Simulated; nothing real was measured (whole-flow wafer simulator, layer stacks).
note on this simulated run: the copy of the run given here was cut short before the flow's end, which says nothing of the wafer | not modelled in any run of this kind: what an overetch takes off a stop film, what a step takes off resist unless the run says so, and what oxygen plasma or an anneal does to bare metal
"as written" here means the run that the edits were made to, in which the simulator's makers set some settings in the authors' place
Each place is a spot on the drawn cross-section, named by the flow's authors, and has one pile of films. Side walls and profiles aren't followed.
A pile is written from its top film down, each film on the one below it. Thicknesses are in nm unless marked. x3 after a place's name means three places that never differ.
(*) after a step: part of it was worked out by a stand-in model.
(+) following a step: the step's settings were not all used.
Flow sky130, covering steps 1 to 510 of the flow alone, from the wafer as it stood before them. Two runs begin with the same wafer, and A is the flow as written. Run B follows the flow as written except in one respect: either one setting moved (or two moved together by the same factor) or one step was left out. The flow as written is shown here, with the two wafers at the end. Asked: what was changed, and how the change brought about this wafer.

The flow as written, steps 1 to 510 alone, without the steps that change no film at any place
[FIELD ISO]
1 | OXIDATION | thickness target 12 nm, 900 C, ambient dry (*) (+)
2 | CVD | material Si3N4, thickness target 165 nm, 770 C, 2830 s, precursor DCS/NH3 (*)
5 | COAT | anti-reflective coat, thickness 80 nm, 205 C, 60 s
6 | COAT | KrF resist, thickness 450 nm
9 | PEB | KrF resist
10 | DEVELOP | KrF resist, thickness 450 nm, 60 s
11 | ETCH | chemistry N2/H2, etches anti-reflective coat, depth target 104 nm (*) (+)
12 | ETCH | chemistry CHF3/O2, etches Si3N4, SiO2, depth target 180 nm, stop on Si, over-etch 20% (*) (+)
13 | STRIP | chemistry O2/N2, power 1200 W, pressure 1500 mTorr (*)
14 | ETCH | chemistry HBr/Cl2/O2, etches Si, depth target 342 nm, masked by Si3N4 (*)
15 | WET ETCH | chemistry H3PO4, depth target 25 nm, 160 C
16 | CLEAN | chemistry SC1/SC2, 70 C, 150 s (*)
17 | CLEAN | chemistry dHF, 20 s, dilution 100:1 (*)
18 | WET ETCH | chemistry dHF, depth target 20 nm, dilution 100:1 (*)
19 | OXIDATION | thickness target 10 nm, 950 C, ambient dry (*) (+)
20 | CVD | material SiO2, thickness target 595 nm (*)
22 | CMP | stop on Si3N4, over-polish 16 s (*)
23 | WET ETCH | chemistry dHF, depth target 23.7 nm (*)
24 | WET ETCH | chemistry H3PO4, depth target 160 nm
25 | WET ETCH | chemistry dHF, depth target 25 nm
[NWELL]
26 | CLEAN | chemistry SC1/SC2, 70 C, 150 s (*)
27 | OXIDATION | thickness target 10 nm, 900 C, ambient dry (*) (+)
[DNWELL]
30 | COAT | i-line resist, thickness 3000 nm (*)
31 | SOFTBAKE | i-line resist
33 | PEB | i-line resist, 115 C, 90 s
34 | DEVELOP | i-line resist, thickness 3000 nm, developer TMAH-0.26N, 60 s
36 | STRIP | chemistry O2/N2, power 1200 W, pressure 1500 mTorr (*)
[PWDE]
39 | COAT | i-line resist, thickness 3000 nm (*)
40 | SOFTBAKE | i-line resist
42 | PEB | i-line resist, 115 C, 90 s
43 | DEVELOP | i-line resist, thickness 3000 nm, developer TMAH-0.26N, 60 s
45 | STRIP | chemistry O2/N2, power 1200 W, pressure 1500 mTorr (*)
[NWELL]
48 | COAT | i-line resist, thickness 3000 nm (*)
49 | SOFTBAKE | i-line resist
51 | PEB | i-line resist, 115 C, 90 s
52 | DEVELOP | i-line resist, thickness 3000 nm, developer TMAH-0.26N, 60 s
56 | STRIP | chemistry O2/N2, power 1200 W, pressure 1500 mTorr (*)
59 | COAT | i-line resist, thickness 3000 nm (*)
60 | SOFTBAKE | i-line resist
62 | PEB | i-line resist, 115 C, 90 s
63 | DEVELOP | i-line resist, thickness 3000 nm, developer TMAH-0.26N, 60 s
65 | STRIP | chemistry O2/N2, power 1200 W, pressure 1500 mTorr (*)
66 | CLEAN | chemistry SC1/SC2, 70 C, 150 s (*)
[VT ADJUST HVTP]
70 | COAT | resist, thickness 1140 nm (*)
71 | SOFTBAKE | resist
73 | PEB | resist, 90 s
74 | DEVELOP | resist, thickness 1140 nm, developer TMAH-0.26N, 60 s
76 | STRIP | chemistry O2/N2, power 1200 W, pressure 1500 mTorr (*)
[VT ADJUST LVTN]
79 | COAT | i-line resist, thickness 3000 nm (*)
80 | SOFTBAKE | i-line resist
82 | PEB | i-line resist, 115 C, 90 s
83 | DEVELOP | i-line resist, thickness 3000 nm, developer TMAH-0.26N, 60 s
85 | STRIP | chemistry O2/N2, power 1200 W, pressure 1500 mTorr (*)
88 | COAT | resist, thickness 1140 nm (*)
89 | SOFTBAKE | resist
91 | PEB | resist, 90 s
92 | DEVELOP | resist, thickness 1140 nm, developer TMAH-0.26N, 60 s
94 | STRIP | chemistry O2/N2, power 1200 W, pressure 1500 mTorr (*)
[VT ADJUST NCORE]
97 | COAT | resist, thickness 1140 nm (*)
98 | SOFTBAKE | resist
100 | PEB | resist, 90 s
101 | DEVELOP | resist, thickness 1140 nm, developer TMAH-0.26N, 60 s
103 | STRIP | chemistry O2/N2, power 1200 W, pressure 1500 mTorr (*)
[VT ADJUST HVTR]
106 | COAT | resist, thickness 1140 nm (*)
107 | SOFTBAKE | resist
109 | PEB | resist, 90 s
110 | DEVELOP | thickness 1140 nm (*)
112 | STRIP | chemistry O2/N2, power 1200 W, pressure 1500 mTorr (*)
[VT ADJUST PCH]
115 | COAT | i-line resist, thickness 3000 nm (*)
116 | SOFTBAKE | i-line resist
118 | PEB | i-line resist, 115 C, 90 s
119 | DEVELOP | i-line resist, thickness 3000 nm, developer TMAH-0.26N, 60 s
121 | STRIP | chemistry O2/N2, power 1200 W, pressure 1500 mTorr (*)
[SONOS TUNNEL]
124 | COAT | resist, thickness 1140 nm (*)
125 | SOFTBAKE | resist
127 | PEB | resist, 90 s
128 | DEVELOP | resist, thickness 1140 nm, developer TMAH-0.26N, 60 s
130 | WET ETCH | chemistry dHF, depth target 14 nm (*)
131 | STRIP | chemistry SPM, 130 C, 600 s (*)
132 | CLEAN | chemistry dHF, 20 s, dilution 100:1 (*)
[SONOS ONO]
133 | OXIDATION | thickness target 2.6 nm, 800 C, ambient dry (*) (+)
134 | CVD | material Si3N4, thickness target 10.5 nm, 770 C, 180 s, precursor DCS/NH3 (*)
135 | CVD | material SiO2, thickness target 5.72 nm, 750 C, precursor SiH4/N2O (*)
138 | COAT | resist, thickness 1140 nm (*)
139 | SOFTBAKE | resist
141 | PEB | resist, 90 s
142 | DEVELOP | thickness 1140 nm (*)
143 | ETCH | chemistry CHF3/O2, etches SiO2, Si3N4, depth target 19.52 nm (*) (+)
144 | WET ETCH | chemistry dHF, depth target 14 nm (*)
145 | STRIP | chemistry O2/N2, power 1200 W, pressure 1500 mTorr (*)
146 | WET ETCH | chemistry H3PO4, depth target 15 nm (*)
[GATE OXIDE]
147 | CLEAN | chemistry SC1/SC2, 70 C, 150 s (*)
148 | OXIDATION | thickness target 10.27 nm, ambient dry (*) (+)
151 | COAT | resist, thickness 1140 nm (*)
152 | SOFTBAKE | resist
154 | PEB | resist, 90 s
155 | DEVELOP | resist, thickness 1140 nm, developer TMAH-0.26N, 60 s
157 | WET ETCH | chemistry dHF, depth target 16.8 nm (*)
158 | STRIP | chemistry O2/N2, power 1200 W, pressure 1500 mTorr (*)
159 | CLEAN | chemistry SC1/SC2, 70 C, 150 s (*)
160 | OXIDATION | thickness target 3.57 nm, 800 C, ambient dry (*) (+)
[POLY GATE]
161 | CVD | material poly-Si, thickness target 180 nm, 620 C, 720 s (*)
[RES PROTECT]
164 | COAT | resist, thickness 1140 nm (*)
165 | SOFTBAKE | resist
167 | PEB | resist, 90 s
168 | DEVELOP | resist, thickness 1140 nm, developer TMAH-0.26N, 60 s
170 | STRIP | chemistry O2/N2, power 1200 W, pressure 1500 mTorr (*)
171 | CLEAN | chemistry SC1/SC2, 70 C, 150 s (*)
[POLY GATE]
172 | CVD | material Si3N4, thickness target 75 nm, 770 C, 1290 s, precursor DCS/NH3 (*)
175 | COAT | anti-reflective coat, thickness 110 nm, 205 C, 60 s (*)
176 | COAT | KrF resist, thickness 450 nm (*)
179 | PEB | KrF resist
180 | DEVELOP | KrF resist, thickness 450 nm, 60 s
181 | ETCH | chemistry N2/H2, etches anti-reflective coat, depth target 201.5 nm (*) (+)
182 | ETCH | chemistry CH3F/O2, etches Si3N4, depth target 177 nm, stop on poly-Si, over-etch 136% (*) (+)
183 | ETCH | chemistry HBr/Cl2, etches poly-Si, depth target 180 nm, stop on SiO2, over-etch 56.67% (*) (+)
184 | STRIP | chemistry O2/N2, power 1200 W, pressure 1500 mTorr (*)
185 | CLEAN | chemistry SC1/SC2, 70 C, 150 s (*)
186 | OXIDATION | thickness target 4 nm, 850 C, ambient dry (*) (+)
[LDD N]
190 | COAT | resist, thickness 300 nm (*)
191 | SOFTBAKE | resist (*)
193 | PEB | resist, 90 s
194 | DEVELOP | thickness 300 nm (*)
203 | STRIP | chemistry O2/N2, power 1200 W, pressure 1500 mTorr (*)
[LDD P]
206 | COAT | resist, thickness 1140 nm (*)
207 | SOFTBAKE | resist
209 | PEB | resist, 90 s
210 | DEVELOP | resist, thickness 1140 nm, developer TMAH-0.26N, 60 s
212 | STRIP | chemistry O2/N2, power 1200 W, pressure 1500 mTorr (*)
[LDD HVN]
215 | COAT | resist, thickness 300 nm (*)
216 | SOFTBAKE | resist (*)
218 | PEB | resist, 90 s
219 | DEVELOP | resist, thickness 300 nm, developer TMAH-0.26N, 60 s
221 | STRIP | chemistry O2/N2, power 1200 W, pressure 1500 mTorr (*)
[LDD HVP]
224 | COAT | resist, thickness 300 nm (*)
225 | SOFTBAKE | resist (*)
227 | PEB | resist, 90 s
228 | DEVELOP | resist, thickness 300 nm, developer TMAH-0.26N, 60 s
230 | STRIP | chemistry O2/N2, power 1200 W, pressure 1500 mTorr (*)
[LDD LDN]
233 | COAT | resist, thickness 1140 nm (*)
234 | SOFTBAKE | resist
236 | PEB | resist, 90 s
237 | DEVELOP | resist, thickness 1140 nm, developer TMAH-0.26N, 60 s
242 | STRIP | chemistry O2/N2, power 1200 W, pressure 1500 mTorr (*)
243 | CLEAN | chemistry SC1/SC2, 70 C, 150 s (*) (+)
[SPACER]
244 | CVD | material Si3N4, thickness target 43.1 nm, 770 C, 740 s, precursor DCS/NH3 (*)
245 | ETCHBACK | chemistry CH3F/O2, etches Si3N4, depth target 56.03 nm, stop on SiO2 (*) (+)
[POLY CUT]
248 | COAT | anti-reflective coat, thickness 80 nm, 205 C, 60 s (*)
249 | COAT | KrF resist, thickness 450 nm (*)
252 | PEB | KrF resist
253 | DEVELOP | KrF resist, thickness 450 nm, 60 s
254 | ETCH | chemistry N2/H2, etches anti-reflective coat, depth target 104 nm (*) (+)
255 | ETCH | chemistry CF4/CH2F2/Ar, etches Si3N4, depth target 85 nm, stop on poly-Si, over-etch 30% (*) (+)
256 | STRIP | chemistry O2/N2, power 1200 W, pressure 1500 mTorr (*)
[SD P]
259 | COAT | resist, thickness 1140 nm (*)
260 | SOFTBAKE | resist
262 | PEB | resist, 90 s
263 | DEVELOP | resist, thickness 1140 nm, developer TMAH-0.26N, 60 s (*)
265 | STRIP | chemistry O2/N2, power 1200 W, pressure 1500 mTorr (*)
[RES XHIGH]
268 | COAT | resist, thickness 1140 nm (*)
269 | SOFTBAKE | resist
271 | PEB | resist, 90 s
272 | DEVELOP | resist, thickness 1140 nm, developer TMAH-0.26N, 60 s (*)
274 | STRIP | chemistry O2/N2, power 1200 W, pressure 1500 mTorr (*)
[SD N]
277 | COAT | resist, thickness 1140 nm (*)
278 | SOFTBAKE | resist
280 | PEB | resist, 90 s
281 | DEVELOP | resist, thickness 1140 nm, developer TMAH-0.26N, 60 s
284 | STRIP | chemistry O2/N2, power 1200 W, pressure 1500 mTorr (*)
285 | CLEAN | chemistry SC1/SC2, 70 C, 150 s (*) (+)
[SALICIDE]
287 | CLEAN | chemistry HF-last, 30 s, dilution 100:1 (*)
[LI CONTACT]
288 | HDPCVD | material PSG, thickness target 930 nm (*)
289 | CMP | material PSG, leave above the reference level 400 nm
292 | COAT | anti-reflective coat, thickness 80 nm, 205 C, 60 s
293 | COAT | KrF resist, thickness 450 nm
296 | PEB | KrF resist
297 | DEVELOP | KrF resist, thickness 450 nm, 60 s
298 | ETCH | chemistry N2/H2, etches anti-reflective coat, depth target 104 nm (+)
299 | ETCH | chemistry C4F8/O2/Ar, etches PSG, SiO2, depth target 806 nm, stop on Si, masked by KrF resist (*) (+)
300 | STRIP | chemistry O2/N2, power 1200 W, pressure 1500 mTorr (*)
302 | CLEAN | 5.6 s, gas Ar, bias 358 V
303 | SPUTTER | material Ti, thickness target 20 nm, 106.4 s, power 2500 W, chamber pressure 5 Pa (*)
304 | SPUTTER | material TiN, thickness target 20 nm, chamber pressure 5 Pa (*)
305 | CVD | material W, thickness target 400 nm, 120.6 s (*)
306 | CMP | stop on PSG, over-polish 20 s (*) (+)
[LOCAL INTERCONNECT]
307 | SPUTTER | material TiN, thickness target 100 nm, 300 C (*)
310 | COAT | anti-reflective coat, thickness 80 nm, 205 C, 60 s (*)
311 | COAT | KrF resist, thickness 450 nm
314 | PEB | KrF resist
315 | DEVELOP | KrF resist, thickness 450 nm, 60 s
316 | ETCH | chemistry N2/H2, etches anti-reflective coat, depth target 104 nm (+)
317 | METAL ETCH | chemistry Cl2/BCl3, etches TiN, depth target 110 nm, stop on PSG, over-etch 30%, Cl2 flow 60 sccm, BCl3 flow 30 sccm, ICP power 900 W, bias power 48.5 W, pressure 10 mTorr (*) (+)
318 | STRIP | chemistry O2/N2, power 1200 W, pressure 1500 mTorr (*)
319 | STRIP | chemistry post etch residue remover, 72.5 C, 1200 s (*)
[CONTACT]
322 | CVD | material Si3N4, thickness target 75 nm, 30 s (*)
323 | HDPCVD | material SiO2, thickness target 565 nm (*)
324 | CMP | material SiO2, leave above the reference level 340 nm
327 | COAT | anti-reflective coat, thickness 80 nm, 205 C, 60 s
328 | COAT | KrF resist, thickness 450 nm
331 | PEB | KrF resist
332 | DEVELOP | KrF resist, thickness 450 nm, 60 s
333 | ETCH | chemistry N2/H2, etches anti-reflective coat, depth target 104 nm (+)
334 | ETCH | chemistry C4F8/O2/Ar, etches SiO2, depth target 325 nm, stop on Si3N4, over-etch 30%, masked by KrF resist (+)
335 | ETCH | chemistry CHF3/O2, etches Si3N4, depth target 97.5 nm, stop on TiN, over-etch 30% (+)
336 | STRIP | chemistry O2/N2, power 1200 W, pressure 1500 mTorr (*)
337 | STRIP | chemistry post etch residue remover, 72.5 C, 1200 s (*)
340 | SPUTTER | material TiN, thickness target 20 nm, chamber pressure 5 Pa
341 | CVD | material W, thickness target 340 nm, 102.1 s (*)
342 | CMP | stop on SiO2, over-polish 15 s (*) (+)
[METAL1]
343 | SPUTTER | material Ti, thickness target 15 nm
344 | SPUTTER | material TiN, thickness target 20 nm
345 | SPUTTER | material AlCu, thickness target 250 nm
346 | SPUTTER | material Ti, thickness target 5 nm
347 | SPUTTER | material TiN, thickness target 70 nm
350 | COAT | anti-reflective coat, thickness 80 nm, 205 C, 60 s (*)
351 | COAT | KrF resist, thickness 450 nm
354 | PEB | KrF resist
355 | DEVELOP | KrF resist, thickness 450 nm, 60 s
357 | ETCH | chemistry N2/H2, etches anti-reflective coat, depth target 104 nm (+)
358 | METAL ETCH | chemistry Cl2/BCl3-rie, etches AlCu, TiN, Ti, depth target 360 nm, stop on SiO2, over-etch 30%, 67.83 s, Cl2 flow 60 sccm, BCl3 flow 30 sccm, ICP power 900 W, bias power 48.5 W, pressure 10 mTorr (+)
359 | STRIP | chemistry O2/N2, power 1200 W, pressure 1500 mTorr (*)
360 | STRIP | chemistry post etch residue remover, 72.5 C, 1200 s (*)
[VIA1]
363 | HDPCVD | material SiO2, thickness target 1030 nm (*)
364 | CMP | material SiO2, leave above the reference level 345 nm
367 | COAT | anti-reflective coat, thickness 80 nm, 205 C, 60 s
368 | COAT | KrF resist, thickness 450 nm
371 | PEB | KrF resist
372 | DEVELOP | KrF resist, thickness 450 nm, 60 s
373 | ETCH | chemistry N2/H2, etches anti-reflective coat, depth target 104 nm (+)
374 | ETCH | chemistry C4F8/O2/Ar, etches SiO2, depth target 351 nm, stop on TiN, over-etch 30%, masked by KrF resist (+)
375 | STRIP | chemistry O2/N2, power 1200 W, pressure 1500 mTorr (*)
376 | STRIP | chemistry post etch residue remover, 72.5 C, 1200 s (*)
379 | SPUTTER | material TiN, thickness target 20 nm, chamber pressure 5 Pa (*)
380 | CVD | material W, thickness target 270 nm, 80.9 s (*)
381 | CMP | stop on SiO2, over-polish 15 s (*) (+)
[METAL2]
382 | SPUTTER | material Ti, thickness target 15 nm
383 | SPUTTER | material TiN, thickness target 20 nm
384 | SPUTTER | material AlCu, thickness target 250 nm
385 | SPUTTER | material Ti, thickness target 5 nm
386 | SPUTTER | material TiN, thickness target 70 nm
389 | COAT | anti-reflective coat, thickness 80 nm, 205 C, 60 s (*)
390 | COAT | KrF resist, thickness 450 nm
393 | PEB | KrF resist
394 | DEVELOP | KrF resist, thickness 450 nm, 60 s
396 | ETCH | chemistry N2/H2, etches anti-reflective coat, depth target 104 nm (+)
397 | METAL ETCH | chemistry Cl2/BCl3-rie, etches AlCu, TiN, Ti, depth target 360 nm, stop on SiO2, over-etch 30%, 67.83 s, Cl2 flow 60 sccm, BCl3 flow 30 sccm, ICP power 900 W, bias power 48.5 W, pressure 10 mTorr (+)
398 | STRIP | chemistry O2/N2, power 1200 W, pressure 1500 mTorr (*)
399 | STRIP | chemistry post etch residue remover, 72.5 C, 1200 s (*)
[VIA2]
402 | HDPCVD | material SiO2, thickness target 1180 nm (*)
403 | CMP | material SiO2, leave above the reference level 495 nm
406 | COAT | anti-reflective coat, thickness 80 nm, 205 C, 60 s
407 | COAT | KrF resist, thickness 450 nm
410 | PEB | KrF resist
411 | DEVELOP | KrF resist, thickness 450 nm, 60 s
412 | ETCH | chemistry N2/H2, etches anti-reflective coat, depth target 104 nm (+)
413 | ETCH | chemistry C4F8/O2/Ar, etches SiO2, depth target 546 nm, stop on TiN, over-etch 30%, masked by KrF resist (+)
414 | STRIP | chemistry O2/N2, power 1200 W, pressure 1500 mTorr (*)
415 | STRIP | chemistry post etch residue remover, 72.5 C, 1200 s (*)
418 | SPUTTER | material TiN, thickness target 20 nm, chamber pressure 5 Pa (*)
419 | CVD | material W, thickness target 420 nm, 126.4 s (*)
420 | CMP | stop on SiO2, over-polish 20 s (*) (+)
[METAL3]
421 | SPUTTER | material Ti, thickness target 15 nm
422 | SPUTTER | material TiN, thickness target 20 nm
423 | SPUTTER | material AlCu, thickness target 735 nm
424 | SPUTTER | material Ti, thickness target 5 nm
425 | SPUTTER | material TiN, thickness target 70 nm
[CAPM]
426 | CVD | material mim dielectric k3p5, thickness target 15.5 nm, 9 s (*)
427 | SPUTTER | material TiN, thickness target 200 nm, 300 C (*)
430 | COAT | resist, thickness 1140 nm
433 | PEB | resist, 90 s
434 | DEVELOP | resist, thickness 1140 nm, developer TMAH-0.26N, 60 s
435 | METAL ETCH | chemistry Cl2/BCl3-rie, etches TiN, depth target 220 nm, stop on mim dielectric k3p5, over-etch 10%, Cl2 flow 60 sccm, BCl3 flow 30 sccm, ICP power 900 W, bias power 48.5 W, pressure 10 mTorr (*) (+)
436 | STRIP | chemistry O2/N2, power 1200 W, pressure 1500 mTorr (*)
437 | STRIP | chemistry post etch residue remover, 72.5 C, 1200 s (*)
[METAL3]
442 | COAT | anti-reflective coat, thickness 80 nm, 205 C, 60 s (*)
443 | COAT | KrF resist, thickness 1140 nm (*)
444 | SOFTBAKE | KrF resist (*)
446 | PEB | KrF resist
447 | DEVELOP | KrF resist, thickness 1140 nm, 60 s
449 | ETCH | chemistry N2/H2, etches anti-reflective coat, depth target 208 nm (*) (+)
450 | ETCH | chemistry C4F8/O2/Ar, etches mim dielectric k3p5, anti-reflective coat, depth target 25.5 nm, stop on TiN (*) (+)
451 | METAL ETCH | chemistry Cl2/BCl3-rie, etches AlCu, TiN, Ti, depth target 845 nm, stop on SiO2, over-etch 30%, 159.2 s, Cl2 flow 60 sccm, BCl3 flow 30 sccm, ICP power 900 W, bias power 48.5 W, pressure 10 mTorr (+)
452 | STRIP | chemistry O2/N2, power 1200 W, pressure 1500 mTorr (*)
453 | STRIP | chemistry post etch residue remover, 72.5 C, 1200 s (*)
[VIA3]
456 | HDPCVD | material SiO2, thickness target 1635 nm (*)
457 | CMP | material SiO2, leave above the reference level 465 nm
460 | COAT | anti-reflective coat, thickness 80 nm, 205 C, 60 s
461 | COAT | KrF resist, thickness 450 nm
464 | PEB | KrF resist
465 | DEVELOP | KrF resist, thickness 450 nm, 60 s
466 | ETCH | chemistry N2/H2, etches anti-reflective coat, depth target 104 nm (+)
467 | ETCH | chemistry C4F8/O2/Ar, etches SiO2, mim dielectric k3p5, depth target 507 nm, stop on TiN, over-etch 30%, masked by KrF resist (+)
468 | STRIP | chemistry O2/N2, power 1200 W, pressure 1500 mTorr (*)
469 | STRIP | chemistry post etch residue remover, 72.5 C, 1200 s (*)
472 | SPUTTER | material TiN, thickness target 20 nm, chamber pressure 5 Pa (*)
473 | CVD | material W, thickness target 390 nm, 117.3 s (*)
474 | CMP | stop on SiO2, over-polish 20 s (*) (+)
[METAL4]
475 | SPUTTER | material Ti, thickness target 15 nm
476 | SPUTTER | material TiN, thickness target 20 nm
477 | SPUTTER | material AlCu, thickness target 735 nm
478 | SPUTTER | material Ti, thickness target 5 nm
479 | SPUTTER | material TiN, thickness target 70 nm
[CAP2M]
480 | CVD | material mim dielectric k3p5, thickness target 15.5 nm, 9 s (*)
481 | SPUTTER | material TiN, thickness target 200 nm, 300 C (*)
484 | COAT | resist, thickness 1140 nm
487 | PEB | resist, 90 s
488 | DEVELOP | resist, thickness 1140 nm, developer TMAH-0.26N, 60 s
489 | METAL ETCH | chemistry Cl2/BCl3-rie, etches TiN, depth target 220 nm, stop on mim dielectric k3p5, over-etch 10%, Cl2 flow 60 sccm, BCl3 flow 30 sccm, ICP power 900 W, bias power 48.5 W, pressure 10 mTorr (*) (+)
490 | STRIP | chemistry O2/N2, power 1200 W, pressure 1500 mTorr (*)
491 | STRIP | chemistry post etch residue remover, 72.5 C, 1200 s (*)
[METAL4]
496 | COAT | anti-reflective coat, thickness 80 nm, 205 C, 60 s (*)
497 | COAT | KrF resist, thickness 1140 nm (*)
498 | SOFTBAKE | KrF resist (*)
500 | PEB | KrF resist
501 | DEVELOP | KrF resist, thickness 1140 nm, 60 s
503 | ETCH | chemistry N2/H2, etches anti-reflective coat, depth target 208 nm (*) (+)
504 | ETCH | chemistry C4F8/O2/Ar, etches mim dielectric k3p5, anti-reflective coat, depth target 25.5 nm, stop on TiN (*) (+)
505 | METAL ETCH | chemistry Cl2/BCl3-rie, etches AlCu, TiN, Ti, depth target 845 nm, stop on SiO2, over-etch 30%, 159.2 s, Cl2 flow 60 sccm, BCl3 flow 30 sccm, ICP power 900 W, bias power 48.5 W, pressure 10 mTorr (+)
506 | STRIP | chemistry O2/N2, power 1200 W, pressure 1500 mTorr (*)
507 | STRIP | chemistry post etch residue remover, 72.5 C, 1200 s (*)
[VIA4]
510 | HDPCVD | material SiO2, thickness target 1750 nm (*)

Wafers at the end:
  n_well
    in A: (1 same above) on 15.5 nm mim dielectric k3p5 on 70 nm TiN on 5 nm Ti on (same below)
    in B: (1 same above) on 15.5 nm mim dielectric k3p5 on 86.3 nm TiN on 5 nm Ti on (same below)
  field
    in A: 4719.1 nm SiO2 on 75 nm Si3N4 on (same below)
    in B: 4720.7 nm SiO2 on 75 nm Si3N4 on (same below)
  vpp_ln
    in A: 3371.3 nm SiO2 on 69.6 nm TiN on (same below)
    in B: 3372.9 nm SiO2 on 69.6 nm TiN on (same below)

What caused this: step 479, SPUTTER: thickness target 86.3 nm was run, while the flow as written has thickness target 70 nm.
The wafer itself shows it: n_well has TiN 86.3, and step 479 as written asks for 70 nm.

How this came from the change, step by step:
  479 | SPUTTER | material TiN, thickness target 70 nm
      field, active, n_well and 189 more: A +70 TiN (new film) | B +86.3 TiN (new film)
  505 | METAL ETCH | chemistry Cl2/BCl3-rie, etches AlCu, TiN, Ti, depth target 845 nm, stop on SiO2, over-etch 30%, 159.2 s, Cl2 flow 60 sccm, BCl3 flow 30 sccm, ICP power 900 W, bias power 48.5 W, pressure 10 mTorr (+)
      field, active, gate and 70 more: A -70 TiN (all of it), -5 Ti (all of it), -735 AlCu (all of it), -20 TiN (all of it), -15 Ti (all of it), -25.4 SiO2 | B -86.3 TiN (all of it), -5 Ti (all of it), -735 AlCu (all of it), -20 TiN (all of it), -15 Ti (all of it), -23.7 SiO2
      vpp_iso1, mim_edge_plate, m1_ln and 12 more: A -70 TiN (all of it), -5 Ti (all of it), -735 AlCu (all of it), -20 TiN (all of it), -15 Ti (all of it), -25.3 SiO2 | B -86.3 TiN (all of it), -5 Ti (all of it), -735 AlCu (all of it), -20 TiN (all of it), -15 Ti (all of it), -23.7 SiO2
